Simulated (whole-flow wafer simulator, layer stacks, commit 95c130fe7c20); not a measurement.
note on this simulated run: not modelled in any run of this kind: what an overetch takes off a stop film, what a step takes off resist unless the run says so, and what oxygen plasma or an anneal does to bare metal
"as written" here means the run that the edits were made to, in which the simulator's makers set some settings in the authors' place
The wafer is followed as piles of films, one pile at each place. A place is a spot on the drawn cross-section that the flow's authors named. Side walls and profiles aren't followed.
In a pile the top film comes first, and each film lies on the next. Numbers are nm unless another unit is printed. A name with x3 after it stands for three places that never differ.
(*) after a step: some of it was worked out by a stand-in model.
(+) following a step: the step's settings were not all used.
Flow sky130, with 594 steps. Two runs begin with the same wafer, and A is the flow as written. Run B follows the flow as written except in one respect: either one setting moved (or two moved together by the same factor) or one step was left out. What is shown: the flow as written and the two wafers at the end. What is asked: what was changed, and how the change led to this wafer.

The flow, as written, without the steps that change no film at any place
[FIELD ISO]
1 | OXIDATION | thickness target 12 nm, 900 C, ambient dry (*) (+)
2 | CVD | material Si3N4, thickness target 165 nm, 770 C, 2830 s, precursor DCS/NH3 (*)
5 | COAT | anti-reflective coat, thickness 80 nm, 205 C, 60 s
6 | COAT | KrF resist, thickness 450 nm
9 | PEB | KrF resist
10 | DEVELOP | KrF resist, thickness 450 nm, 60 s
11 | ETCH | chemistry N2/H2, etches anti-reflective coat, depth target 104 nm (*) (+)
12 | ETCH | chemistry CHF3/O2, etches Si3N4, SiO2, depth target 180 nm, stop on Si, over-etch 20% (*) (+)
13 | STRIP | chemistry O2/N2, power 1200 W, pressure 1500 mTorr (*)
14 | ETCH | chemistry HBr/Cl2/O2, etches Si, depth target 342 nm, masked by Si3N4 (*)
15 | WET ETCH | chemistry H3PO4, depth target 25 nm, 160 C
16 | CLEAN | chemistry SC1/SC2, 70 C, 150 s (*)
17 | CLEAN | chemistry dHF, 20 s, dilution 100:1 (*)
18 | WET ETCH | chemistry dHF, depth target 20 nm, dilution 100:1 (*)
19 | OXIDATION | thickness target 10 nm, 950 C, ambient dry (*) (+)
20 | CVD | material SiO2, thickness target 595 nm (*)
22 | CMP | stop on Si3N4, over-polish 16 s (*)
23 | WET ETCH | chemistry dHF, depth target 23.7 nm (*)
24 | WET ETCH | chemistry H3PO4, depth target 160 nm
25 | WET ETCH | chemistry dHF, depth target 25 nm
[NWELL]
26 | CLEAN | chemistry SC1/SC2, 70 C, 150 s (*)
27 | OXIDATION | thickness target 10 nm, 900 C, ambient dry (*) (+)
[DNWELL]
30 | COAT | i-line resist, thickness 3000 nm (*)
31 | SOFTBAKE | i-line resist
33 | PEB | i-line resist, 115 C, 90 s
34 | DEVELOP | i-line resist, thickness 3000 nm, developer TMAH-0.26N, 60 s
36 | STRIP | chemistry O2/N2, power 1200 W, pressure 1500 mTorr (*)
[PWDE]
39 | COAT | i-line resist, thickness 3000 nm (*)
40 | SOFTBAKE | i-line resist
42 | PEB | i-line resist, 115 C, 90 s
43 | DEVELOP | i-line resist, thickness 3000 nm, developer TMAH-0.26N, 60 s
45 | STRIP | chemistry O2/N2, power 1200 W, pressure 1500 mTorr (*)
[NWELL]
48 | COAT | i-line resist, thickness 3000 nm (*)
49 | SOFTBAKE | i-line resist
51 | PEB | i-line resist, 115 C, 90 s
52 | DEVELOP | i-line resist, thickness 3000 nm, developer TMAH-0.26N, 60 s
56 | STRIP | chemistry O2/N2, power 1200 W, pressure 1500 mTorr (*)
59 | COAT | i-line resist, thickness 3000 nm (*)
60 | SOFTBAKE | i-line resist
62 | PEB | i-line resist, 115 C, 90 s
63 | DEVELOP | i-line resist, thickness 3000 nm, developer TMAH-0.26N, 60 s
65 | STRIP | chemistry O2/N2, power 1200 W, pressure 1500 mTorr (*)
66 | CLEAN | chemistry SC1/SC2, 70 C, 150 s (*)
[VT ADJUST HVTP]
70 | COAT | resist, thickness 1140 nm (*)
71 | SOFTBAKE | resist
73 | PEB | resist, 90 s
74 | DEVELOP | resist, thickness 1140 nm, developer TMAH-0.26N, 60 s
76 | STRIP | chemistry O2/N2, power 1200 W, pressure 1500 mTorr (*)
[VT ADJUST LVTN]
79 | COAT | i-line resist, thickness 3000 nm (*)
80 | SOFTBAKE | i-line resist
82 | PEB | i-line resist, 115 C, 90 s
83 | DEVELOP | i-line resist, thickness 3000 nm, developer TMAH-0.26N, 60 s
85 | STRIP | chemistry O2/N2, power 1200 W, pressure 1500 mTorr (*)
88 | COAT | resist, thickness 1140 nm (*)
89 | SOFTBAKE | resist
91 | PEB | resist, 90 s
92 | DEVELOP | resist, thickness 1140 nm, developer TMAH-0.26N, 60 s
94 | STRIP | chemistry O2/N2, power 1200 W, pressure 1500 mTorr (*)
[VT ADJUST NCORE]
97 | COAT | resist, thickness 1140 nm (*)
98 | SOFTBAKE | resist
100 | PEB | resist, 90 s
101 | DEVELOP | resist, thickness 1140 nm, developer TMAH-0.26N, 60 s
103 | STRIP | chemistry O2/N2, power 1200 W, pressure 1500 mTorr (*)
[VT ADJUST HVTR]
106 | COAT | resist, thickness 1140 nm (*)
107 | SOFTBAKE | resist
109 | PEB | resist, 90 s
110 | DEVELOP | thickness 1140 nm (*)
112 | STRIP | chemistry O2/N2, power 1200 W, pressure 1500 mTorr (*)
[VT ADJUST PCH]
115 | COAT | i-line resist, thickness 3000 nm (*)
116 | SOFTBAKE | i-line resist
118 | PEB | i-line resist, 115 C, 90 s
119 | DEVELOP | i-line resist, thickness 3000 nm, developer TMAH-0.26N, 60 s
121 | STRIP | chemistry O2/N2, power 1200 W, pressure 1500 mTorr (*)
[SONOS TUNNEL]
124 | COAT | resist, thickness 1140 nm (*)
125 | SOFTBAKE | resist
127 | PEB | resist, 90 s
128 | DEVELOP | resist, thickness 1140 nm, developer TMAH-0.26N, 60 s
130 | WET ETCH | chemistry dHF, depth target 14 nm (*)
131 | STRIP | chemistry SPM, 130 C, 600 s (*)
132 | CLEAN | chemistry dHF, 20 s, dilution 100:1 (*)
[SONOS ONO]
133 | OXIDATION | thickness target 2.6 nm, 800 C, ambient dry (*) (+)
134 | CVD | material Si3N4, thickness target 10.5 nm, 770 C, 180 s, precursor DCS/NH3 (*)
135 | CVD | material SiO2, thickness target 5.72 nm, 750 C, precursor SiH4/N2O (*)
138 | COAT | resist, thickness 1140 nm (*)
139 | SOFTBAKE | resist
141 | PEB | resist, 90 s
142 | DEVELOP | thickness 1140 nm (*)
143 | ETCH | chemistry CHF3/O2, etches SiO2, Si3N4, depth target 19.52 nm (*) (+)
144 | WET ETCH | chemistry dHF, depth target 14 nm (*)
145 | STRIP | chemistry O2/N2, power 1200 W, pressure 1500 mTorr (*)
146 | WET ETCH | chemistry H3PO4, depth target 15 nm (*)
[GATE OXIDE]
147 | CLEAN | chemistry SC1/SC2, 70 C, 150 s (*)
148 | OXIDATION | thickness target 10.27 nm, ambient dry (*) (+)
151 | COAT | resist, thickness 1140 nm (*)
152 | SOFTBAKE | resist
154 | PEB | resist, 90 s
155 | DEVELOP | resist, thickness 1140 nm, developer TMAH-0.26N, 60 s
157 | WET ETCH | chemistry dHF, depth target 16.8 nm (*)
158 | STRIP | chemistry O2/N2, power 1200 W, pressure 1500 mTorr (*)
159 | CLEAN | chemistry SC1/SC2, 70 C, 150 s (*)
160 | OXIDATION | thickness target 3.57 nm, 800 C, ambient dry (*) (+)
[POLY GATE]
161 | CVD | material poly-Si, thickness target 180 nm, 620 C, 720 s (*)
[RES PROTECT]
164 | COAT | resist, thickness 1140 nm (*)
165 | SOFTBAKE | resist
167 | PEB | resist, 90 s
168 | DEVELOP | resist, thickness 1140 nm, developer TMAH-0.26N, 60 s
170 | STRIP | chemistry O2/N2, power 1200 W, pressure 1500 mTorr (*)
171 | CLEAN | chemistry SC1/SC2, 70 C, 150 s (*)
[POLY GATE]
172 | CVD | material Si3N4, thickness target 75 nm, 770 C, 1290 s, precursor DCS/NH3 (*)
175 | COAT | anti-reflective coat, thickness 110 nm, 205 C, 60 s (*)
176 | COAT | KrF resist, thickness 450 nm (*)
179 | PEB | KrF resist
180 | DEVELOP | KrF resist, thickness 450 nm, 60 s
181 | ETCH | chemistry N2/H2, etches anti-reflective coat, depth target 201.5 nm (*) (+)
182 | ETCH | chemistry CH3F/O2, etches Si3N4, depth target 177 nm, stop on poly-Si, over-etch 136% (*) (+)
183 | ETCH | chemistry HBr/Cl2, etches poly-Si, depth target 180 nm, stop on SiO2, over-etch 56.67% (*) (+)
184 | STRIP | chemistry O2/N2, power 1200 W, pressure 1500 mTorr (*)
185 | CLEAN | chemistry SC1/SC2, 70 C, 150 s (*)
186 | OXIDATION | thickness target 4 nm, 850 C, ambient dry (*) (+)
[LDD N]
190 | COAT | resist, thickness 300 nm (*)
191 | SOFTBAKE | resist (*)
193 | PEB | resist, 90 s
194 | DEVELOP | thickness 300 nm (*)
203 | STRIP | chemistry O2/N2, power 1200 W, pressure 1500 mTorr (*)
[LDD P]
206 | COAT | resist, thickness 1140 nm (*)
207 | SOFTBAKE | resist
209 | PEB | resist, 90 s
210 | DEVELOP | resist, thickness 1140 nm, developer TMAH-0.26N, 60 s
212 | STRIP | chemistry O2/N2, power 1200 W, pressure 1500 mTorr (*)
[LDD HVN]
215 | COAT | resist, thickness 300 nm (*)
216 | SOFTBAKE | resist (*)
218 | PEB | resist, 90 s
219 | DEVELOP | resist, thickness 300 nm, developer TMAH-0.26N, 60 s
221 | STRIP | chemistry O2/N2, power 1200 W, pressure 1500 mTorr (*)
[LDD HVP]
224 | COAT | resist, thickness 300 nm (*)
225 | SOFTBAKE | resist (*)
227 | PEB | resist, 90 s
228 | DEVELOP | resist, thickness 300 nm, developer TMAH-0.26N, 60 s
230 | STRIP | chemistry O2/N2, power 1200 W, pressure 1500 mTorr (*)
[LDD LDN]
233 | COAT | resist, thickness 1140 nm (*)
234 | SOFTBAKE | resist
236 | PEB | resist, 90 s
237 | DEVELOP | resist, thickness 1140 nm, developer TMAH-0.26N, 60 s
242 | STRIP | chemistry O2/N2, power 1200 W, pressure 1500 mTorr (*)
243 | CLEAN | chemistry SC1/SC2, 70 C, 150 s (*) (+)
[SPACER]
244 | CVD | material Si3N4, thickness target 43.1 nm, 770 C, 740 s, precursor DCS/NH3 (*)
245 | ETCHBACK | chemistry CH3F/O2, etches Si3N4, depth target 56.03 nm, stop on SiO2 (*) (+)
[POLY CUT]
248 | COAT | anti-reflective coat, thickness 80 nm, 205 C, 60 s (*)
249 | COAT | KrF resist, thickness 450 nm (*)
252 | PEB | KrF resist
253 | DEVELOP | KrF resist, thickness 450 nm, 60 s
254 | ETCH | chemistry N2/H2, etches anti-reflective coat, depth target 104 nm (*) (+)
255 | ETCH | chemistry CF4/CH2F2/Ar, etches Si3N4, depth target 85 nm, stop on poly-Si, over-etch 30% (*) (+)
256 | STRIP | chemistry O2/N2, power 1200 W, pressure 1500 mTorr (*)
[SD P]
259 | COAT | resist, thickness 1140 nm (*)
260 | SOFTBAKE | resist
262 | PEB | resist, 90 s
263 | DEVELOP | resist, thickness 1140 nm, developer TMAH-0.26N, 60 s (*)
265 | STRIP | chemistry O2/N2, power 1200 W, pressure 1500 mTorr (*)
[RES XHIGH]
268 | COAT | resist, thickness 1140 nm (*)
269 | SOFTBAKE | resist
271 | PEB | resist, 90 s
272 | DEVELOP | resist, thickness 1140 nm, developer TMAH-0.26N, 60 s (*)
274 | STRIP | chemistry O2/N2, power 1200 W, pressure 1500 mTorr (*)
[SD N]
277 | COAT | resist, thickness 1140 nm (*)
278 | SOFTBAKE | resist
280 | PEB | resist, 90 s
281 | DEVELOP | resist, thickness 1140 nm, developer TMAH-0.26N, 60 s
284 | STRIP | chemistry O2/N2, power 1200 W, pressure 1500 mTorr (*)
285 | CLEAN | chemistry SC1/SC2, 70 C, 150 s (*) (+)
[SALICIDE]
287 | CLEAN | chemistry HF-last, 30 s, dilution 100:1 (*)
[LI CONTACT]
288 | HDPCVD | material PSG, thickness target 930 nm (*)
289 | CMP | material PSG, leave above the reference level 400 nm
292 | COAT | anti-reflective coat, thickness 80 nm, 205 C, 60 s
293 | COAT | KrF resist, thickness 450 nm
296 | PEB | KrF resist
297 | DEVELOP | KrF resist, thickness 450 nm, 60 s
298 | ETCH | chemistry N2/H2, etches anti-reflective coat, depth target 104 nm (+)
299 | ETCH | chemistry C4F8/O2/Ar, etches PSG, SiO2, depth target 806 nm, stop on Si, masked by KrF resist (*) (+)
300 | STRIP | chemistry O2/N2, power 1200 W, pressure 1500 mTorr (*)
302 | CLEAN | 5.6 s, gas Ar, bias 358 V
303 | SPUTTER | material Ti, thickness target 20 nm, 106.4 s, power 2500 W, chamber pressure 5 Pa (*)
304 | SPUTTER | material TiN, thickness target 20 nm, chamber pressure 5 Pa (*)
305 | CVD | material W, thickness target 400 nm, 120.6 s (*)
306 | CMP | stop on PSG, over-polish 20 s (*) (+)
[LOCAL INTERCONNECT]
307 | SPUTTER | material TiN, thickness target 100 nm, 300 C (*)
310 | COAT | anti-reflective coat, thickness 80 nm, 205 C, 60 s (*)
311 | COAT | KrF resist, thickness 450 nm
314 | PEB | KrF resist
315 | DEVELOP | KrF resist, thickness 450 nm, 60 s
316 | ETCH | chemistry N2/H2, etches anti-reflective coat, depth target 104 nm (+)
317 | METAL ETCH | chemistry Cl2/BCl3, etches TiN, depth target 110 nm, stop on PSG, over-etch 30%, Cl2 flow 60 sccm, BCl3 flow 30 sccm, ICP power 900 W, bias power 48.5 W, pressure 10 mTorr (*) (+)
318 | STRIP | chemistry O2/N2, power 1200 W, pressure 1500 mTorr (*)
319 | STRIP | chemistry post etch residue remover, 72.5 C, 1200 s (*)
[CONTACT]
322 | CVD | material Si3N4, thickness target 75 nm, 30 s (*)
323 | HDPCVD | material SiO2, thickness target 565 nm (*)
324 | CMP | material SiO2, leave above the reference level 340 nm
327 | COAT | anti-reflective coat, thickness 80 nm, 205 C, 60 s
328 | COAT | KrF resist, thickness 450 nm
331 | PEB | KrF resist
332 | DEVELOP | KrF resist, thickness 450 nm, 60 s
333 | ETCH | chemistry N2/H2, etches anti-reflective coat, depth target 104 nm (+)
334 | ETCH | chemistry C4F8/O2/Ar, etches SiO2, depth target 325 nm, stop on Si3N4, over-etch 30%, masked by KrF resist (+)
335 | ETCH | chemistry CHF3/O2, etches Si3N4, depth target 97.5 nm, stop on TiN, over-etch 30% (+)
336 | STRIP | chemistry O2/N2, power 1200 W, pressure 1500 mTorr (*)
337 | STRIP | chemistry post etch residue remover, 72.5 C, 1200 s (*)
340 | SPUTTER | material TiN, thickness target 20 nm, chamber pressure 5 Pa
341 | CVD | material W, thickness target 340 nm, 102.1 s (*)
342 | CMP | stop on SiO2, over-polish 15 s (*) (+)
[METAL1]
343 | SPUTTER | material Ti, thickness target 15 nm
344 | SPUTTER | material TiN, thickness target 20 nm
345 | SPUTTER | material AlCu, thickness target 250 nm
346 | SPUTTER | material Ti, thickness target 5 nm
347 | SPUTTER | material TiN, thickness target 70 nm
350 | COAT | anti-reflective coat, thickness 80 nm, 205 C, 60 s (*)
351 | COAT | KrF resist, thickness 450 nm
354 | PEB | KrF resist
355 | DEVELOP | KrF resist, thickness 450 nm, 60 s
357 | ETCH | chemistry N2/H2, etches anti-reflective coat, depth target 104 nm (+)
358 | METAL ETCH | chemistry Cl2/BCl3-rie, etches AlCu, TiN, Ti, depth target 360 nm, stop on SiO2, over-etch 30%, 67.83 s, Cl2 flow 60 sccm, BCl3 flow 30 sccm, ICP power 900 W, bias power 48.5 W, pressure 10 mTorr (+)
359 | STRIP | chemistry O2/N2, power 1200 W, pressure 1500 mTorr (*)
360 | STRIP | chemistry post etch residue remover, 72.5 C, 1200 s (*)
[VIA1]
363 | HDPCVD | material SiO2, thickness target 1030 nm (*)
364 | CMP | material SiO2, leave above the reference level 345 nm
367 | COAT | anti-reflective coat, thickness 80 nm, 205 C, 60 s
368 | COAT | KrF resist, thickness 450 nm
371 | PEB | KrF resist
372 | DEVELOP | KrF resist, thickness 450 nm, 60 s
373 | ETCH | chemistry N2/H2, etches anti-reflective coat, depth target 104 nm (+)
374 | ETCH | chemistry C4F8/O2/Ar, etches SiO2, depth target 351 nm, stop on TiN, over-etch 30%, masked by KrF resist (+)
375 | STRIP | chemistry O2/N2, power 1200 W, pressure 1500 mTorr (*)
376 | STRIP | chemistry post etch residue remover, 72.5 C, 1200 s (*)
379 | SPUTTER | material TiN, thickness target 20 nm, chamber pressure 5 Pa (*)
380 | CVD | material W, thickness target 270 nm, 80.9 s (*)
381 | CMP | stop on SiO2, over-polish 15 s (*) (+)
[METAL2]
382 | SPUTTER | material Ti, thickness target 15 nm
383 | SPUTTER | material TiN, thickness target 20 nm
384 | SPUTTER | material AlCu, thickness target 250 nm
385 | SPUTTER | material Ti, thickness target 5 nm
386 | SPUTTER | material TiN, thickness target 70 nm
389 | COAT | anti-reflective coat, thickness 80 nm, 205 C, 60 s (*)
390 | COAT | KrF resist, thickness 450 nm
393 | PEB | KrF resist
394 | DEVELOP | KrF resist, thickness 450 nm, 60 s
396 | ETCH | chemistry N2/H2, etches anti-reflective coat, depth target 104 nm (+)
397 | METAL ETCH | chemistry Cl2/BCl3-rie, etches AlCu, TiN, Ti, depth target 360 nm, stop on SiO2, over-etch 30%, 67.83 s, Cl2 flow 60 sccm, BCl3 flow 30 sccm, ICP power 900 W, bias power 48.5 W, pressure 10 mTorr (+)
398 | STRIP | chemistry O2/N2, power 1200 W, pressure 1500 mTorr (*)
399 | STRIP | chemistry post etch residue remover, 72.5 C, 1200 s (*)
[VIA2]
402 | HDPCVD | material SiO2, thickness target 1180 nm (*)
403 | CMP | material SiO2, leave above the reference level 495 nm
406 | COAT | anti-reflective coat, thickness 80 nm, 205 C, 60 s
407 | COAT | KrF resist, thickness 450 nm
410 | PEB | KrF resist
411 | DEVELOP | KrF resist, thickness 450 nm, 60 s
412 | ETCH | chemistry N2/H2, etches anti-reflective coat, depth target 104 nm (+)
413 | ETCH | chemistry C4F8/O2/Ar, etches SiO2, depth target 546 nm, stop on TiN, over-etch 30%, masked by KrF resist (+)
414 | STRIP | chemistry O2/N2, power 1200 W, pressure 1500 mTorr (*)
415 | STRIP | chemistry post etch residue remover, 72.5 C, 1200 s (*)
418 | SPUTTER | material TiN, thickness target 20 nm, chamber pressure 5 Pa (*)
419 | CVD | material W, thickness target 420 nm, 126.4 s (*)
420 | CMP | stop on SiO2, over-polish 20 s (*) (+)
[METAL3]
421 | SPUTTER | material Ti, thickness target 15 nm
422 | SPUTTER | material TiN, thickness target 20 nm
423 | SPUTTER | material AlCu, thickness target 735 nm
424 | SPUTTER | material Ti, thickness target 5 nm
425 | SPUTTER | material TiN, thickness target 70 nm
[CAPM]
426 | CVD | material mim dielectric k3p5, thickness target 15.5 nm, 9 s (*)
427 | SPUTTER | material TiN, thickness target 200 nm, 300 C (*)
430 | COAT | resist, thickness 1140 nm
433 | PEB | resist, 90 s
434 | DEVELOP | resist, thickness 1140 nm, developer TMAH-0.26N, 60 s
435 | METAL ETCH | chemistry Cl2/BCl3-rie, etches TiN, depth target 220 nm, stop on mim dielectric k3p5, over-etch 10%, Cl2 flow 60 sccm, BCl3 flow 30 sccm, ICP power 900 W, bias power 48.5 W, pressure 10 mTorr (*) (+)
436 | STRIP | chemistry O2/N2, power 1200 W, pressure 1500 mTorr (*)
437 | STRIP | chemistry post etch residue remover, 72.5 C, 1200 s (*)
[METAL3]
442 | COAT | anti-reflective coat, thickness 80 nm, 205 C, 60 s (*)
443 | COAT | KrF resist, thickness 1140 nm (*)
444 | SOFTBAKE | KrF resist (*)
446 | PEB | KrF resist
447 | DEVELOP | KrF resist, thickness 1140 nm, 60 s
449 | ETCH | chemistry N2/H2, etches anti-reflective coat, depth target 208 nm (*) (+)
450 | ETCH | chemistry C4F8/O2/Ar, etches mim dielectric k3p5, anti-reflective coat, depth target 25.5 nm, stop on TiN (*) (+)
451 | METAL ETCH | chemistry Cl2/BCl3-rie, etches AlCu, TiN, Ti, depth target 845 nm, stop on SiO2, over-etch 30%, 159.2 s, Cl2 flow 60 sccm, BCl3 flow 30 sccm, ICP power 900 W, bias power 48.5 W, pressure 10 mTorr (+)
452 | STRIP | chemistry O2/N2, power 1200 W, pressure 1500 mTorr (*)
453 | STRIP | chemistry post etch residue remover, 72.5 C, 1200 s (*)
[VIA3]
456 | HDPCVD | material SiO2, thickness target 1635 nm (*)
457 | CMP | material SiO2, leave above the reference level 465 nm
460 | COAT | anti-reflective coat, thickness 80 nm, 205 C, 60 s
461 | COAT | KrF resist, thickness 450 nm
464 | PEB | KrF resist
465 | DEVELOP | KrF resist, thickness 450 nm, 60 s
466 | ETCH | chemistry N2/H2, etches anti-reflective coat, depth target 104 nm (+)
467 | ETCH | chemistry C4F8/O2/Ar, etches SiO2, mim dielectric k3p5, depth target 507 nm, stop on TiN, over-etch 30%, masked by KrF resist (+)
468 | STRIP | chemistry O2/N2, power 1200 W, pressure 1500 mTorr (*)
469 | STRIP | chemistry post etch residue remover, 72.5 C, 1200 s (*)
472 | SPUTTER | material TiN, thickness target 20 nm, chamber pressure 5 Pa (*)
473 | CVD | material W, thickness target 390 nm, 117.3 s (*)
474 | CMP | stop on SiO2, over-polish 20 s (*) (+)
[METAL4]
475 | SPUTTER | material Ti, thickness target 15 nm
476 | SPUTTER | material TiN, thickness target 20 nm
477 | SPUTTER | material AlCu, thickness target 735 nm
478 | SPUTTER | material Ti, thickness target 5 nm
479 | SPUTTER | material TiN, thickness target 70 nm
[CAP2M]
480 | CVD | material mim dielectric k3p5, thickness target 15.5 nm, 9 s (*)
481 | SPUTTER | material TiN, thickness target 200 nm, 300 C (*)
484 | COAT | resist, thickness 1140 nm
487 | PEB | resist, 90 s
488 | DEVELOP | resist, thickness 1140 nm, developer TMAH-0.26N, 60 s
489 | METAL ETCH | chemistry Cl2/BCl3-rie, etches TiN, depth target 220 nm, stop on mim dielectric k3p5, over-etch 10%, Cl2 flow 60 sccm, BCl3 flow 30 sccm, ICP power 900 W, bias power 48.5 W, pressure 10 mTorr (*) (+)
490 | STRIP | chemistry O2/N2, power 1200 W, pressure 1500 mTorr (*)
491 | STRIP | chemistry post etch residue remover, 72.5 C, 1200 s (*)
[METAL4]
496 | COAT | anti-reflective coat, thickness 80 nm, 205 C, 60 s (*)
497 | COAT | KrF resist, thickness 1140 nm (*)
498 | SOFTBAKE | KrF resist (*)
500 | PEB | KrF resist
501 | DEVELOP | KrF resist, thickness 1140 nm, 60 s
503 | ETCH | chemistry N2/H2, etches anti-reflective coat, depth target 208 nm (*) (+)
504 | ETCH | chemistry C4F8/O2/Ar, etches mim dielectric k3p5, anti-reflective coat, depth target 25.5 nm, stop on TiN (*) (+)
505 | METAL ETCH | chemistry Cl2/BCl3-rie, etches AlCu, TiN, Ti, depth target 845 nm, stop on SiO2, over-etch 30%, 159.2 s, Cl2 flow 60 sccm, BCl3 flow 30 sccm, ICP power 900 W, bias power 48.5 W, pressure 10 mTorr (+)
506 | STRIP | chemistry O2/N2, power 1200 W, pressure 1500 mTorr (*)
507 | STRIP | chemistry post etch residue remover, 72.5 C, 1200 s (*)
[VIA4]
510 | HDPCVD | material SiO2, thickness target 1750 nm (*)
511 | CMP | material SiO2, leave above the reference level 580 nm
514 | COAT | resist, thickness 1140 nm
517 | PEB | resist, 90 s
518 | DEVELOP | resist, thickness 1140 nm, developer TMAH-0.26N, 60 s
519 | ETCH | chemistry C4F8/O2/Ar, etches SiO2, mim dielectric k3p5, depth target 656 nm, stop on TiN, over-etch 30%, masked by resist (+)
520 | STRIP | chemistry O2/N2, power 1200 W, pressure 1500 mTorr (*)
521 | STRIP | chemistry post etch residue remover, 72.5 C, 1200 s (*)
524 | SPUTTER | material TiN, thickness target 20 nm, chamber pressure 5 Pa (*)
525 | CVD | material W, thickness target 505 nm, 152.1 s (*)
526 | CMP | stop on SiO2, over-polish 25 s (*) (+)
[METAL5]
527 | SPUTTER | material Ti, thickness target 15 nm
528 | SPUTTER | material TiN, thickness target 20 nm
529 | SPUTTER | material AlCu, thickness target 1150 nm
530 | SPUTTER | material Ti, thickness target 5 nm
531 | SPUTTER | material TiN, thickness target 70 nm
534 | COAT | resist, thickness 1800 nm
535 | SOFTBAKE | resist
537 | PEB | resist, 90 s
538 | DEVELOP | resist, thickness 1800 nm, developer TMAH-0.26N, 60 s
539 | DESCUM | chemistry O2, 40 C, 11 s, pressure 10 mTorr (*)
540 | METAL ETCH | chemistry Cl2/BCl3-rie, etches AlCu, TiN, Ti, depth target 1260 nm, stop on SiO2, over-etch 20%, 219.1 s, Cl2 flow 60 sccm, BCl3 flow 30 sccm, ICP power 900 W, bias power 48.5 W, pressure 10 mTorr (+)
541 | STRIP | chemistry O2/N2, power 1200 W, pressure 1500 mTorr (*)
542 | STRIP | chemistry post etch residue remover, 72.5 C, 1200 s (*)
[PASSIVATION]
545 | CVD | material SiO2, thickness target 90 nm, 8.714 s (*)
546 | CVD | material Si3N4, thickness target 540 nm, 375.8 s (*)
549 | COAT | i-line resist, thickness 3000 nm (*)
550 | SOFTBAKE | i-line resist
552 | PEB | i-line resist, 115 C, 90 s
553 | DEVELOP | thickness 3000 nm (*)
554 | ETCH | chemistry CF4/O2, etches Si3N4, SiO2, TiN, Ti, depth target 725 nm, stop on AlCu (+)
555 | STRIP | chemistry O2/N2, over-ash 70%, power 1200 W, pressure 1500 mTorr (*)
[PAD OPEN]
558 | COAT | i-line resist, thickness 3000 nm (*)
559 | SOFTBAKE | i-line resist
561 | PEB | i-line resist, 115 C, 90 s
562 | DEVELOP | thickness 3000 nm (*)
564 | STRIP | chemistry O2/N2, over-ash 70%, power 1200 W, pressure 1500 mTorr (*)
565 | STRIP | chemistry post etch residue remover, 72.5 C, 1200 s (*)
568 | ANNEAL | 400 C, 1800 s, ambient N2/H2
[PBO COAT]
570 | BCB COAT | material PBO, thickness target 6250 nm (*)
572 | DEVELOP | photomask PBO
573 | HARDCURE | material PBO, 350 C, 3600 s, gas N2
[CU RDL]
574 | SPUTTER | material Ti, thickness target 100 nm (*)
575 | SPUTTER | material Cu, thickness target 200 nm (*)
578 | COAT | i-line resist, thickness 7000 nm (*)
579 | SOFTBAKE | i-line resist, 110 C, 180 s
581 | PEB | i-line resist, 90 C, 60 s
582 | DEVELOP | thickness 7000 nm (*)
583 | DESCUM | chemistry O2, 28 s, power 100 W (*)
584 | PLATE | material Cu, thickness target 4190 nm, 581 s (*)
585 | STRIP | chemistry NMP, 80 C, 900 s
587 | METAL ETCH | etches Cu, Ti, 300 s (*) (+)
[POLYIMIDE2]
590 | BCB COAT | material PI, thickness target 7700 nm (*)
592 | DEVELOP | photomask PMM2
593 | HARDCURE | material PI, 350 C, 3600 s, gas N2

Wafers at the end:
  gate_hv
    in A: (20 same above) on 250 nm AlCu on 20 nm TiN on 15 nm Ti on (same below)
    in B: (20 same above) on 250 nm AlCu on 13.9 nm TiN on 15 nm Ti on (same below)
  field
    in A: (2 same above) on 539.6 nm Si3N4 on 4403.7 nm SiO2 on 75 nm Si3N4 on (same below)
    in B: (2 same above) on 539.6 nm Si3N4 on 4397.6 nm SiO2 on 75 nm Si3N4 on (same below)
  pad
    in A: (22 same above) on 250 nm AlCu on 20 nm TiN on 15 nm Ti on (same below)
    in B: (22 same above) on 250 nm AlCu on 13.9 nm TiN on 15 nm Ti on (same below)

Cause: step 383, SPUTTER: thickness target 13.9 nm was run, whereas the flow has thickness target 20 nm.
One can read it off the wafer: gate_hv has TiN 13.9, and step 383 as written asks for 20 nm.

How this came from the change, step by step:
  383 | SPUTTER | material TiN, thickness target 20 nm
      field, active, n_well and 188 more: A TiN gains 20 (new film) | B TiN gains 13.9 (new film)
  397 | METAL ETCH | chemistry Cl2/BCl3-rie, etches AlCu, TiN, Ti, depth target 360 nm, stop on SiO2, over-etch 30%, 67.83 s, Cl2 flow 60 sccm, BCl3 flow 30 sccm, ICP power 900 W, bias power 48.5 W, pressure 10 mTorr (+)
      field, active, gate and 82 more: A TiN loses 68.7 (all of it), Ti loses 5 (all of it), AlCu loses 250 (all of it), TiN loses 20 (all of it), Ti loses 15 (all of it), SiO2 loses 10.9 | B TiN loses 68.7 (all of it), Ti loses 5 (all of it), AlCu loses 250 (all of it), TiN loses 13.9 (all of it), Ti loses 15 (all of it), SiO2 loses 11.5
